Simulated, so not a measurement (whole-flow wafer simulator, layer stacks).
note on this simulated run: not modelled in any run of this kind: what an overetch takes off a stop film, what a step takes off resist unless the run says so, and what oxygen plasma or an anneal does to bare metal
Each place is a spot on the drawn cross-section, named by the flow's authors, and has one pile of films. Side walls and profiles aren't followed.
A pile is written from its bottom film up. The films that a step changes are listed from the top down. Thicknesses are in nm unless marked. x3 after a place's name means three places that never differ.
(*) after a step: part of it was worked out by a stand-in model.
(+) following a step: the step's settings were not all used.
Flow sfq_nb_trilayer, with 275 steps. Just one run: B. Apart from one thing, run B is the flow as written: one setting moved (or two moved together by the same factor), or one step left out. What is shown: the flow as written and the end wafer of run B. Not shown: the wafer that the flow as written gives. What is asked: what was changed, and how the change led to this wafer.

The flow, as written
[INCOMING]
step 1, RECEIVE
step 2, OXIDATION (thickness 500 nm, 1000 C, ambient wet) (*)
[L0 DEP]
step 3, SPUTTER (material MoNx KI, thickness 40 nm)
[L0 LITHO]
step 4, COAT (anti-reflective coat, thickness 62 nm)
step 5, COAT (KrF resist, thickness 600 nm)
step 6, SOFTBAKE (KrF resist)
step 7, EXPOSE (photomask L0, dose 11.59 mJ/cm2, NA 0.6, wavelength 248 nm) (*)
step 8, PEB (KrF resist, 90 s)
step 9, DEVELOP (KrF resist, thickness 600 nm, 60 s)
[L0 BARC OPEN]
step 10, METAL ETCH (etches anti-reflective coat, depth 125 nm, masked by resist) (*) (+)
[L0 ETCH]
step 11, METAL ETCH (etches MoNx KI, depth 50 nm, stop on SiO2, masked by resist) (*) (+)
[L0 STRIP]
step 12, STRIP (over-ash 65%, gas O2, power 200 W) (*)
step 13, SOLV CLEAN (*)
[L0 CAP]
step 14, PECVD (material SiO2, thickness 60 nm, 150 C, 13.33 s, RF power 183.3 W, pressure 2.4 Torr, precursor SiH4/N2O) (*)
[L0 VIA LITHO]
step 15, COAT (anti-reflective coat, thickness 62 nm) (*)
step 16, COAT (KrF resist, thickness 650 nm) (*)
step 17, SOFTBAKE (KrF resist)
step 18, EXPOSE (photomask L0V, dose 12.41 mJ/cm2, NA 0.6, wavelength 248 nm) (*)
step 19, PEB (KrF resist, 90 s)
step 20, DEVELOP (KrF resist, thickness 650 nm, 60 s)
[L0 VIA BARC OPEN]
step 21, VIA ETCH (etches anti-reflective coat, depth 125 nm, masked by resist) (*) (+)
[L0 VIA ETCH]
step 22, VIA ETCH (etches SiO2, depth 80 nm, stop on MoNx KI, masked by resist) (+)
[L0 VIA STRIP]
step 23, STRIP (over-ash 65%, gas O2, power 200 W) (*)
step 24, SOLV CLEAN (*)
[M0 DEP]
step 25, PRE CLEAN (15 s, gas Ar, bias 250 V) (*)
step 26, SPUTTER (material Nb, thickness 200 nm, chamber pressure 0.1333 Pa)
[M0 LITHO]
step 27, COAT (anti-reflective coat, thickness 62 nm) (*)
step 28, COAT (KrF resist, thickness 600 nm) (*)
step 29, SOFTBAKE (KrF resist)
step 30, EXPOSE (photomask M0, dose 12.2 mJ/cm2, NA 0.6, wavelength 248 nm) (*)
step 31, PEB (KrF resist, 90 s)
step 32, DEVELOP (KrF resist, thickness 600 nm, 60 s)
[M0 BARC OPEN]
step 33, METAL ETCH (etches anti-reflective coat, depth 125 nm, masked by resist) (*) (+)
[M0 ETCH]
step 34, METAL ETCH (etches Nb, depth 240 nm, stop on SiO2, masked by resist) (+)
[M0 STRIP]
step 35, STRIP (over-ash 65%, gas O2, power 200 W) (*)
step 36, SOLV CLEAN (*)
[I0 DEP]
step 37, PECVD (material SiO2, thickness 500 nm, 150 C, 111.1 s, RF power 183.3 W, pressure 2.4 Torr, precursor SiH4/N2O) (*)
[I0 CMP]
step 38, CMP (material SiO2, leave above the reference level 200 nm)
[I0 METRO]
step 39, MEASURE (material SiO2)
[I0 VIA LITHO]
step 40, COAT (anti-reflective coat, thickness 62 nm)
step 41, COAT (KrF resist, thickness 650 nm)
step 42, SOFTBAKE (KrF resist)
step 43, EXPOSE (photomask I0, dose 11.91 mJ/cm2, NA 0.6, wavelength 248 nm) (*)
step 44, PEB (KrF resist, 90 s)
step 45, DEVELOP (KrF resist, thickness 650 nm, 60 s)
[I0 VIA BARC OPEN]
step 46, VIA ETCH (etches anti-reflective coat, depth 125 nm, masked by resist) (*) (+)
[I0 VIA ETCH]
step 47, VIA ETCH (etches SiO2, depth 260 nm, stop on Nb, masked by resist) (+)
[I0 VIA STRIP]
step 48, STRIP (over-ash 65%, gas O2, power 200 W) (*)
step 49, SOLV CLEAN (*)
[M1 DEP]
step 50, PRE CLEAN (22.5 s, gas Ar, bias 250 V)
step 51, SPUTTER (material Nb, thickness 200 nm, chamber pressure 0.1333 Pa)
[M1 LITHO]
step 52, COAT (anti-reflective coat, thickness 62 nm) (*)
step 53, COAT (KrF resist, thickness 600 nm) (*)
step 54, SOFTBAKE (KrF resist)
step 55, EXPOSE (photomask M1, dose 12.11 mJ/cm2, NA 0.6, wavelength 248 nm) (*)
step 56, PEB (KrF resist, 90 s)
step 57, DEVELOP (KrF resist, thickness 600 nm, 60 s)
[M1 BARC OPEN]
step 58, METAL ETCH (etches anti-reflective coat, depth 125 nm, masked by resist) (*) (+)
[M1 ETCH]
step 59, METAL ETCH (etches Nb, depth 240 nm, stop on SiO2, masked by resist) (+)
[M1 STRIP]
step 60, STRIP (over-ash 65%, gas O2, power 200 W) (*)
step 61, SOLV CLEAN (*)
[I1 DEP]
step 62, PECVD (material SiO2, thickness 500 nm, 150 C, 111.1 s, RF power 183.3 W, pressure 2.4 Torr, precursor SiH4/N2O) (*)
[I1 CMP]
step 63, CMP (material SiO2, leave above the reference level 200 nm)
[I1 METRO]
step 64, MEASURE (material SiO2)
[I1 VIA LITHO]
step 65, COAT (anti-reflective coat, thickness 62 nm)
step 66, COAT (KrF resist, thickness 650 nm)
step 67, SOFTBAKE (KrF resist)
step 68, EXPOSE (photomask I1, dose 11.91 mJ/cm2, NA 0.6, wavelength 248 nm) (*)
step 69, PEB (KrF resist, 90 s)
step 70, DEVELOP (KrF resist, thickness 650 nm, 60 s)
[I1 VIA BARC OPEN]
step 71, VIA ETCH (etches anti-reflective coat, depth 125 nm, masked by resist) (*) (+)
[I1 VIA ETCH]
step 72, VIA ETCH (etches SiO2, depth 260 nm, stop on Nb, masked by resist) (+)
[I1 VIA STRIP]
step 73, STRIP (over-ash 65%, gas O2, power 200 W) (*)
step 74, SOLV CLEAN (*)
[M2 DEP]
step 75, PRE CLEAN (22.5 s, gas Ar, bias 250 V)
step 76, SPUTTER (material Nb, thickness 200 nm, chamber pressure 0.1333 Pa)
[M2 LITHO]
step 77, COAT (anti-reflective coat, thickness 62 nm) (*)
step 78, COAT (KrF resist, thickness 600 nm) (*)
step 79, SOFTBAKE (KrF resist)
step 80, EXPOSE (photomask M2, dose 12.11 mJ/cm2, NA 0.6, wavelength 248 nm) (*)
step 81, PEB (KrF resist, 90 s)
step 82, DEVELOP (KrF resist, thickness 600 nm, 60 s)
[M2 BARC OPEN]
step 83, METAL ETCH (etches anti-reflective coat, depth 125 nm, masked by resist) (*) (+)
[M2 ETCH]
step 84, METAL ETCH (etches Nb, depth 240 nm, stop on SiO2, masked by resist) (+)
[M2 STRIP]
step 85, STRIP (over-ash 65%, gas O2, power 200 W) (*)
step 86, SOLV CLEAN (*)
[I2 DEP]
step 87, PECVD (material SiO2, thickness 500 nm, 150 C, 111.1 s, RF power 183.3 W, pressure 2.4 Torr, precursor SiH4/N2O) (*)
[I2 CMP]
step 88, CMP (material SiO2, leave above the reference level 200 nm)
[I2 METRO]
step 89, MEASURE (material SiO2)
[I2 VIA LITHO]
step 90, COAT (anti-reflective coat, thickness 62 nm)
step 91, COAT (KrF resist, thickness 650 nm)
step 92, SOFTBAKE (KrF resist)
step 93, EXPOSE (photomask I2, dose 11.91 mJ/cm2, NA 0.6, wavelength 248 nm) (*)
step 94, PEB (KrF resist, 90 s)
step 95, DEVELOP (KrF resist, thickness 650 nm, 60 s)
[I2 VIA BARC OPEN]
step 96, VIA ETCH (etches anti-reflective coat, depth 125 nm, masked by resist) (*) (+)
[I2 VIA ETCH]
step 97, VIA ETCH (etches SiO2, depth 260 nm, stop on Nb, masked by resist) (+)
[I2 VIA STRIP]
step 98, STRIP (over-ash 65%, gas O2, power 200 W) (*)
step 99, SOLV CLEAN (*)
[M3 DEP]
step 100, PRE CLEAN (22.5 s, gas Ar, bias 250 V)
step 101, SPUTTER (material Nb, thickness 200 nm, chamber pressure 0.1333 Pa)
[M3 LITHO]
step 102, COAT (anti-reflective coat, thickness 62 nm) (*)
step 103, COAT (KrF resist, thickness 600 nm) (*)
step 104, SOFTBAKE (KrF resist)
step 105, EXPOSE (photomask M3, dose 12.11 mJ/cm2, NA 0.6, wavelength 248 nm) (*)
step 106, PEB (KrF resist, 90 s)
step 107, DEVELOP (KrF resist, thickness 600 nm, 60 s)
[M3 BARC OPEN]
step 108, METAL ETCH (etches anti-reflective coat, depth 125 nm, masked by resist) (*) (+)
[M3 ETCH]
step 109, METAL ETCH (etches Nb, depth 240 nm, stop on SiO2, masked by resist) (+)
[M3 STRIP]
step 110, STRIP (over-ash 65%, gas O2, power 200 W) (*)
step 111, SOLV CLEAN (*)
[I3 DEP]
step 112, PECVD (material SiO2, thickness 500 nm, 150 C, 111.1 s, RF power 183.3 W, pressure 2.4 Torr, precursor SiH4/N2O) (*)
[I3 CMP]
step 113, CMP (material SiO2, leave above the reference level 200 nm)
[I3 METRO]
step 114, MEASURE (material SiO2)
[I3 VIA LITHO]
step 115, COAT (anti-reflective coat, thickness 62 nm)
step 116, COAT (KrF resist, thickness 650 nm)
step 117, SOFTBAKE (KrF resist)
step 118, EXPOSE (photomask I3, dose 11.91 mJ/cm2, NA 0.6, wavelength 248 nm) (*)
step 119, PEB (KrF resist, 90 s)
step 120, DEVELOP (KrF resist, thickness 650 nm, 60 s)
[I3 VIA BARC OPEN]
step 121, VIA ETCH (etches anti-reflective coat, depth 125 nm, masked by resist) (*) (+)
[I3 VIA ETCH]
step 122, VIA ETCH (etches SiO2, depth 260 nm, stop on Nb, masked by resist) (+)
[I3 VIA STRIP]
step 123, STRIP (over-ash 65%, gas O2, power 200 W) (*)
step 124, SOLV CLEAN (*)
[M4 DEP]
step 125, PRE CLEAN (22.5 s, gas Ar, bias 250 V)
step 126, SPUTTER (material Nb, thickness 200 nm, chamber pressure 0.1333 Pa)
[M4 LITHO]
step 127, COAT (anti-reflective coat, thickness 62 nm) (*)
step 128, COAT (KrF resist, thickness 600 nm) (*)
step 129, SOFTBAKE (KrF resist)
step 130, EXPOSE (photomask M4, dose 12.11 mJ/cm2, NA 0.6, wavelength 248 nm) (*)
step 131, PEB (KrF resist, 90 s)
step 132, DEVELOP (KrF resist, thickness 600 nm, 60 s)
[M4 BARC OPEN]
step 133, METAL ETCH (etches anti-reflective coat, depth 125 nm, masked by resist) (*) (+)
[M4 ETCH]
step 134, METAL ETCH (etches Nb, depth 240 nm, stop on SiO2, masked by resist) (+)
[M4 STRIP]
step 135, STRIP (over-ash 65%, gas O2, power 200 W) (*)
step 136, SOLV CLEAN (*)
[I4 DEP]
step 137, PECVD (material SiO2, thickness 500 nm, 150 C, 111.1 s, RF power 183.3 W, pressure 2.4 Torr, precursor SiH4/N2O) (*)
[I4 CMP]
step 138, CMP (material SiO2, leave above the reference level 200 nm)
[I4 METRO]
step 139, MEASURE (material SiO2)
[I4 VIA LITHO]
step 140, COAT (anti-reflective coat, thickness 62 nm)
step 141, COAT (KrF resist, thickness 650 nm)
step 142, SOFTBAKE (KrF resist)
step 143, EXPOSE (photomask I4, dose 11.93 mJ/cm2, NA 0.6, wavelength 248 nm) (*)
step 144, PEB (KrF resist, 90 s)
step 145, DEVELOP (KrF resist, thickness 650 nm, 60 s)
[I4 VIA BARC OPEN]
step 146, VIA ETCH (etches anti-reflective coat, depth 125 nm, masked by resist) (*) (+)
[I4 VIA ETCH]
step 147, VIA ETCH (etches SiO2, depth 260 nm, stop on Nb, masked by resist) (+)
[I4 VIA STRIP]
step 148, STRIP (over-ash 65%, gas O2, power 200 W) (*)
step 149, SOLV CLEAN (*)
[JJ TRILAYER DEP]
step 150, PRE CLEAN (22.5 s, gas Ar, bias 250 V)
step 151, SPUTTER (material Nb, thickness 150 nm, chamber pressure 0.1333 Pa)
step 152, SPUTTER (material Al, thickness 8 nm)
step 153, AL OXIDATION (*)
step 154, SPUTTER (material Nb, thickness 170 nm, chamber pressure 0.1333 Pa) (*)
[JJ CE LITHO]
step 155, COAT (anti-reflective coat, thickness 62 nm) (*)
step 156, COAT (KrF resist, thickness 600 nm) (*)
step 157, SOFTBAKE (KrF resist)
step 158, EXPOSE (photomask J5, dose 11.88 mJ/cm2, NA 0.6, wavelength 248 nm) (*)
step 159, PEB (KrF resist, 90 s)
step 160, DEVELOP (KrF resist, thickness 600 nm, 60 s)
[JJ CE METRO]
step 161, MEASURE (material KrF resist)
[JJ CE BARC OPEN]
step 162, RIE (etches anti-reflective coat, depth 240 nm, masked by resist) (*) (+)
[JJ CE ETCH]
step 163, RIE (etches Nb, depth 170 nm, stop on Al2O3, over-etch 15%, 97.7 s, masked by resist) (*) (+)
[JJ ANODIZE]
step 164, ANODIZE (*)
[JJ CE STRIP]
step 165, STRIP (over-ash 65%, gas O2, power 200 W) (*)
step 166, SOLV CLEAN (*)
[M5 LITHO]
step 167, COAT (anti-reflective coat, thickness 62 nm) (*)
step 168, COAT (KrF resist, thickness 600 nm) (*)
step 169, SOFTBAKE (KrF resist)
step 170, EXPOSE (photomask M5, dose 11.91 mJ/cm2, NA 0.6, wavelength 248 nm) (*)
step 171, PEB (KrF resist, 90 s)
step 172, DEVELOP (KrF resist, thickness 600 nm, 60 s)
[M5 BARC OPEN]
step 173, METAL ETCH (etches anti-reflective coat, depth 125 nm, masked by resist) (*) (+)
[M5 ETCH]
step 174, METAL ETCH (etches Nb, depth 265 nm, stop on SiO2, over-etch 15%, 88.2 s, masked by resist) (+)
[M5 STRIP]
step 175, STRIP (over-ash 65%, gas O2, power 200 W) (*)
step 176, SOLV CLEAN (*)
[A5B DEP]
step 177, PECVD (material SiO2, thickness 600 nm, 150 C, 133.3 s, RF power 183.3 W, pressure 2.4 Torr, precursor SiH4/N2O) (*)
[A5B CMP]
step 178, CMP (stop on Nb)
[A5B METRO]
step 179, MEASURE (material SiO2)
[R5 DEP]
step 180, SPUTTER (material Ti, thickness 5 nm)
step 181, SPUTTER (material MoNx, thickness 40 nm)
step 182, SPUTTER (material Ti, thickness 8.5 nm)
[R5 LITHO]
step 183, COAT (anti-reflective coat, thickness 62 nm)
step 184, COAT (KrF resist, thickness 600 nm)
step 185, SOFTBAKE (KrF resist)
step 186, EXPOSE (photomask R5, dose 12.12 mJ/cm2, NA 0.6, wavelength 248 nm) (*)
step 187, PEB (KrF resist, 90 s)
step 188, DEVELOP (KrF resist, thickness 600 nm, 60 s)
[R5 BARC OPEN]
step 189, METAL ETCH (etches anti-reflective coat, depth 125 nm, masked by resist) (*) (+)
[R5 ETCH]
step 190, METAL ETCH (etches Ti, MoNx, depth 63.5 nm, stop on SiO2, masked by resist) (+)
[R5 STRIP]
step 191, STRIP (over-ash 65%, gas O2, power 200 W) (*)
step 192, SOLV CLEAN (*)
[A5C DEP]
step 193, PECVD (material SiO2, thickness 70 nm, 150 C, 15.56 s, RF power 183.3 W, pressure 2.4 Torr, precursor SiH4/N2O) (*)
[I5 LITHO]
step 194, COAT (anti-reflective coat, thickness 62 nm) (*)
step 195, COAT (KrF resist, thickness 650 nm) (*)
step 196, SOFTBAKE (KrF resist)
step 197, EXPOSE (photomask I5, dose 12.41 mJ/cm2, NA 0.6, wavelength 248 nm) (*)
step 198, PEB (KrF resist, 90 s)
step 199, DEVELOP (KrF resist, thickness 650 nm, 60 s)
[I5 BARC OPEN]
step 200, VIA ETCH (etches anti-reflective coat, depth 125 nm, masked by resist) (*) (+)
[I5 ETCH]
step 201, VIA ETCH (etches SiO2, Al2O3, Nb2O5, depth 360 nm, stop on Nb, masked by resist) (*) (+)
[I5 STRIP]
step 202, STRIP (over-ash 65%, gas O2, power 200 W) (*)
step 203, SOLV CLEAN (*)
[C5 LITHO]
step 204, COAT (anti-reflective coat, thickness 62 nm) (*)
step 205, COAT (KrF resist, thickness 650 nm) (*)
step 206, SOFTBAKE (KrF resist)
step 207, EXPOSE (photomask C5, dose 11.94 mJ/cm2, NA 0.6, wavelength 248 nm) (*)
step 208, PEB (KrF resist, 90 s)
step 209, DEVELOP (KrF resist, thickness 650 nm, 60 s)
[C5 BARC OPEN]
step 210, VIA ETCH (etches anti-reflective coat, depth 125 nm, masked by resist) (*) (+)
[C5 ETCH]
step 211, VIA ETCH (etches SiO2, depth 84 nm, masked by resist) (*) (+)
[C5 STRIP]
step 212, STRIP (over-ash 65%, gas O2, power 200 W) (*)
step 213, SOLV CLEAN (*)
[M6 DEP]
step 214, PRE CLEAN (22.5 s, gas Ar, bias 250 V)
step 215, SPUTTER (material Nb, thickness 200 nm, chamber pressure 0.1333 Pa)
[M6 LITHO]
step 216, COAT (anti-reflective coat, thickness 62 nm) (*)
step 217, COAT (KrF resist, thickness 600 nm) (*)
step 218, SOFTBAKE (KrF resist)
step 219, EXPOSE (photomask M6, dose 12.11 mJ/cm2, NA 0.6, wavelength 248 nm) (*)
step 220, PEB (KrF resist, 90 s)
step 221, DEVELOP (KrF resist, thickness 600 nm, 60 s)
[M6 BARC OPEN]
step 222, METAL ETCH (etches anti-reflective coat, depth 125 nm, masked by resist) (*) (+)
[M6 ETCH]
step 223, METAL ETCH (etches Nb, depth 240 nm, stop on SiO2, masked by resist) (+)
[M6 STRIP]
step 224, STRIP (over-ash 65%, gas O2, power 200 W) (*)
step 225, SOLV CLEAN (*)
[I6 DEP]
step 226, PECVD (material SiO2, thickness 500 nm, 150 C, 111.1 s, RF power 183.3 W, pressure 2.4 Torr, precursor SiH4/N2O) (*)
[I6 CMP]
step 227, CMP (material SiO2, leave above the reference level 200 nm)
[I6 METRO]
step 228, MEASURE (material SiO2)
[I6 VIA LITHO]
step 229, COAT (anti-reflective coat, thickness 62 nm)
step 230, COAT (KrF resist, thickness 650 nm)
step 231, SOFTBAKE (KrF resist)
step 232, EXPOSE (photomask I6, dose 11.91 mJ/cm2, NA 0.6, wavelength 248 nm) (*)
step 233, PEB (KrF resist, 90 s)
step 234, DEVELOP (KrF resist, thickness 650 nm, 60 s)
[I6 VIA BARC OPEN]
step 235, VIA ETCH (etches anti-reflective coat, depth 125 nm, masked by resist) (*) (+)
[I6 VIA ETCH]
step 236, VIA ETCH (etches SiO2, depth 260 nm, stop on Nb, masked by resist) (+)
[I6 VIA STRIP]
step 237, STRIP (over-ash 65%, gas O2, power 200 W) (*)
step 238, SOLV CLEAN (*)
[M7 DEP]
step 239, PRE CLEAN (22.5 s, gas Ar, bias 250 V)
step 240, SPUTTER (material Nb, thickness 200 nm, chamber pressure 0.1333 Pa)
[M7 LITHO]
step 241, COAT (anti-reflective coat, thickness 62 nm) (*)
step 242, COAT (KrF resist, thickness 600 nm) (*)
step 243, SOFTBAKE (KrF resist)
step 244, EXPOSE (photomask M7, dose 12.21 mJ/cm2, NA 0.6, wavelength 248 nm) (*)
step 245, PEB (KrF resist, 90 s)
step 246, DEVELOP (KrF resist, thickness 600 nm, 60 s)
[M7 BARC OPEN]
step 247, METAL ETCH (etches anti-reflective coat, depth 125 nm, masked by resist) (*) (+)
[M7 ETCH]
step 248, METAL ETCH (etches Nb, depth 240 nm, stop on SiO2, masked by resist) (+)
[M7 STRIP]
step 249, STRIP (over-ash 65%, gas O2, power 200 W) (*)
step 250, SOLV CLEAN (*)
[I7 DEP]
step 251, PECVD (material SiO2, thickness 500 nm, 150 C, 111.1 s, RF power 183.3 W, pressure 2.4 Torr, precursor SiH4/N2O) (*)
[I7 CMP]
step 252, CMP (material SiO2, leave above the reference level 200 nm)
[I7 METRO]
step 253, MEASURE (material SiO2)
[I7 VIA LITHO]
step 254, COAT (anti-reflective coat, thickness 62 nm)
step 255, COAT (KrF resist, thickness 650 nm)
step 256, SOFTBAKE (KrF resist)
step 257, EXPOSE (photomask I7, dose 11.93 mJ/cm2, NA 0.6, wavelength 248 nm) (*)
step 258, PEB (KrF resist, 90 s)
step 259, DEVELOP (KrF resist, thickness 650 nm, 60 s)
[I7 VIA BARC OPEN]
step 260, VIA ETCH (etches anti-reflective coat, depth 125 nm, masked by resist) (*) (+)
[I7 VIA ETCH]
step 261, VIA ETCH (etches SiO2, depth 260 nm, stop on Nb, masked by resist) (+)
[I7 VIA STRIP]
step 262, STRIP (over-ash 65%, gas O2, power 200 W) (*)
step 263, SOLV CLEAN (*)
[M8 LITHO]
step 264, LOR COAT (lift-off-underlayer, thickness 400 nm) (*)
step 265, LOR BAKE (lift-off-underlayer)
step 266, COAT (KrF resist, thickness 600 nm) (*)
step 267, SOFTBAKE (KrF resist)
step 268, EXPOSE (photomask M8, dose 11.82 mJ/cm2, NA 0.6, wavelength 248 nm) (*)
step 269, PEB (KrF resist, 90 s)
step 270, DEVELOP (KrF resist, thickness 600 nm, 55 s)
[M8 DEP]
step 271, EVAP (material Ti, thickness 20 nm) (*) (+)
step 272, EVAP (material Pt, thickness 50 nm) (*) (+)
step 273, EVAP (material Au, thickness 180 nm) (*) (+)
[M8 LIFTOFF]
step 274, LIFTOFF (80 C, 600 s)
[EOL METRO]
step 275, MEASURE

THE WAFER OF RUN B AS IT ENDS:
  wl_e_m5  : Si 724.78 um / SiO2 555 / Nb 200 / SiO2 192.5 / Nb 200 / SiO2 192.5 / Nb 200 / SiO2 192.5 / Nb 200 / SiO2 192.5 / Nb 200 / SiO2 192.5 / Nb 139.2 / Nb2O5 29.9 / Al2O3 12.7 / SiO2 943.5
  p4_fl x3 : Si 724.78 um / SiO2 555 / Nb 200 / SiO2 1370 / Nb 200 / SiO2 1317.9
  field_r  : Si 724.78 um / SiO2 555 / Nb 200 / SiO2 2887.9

Cause: step 240, SPUTTER: thickness 142 nm was run, whereas the flow has thickness 200 nm.

The path from the change to this, step by step:
  step 240, SPUTTER (material Nb, thickness 200 nm, chamber pressure 0.1333 Pa)
      field_l, v_sur, via_wl and 102 more: Nb gains 142 (new film) (in the flow as written it would be: Nb gains 200 (new film))
      via_v: Nb gains 114.2 (in the flow as written it would be: Nb gains 161.1)
  step 241, COAT (anti-reflective coat, thickness 62 nm) (*)
      via_v: anti-reflective coat gains 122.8 (new film) (in the flow as written it would be: anti-reflective coat gains 126 (new film))
  step 248, METAL ETCH (etches Nb, depth 240 nm, stop on SiO2, masked by resist) (+)
      field_l, field_r, lsp_l and 62 more: Nb loses 142 (all of it) (in the flow as written it would be: Nb loses 200 (all of it))
      v_sur, via_wl, via_w and 38 more: KrF resist loses 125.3 (in the flow as written it would be: KrF resist loses 141.2)
  step 249, STRIP (over-ash 65%, gas O2, power 200 W) (*)
      wl_j_sl, wl_jj, wl_j_sr and 14 more: KrF resist loses 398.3 (all of it), anti-reflective coat loses 62 (all of it) (in the flow as written it would be: KrF resist loses 382.4 (all of it), anti-reflective coat loses 62 (all of it))
      ln_m5, lsp_m, ln_m6, lsp_r: KrF resist loses 397.8 (all of it), anti-reflective coat loses 61.8 (all of it) (in the flow as written it would be: KrF resist loses 381.9 (all of it), anti-reflective coat loses 61.8 (all of it))
      (and at 20 other places as well)
  step 251, PECVD (material SiO2, thickness 500 nm, 150 C, 111.1 s, RF power 183.3 W, pressure 2.4 Torr, precursor SiH4/N2O) (*)
      m7r_space_l x2: SiO2 gains 500 (in the flow as written it would be: SiO2 gains 557.1)
      via_v: SiO2 gains 603.7 (new film) (in the flow as written it would be: SiO2 gains 621 (new film))
  step 252, CMP (material SiO2, leave above the reference level 200 nm)
      field_l, p4_fl x3, p4_w1 x9 and 46 more: SiO2 loses 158 (in the flow as written it would be: SiO2 loses 100)
      field_r, lsp_l: SiO2 loses 142.1 (in the flow as written it would be: SiO2 loses 77.7)
      (and at 3 other places as well)
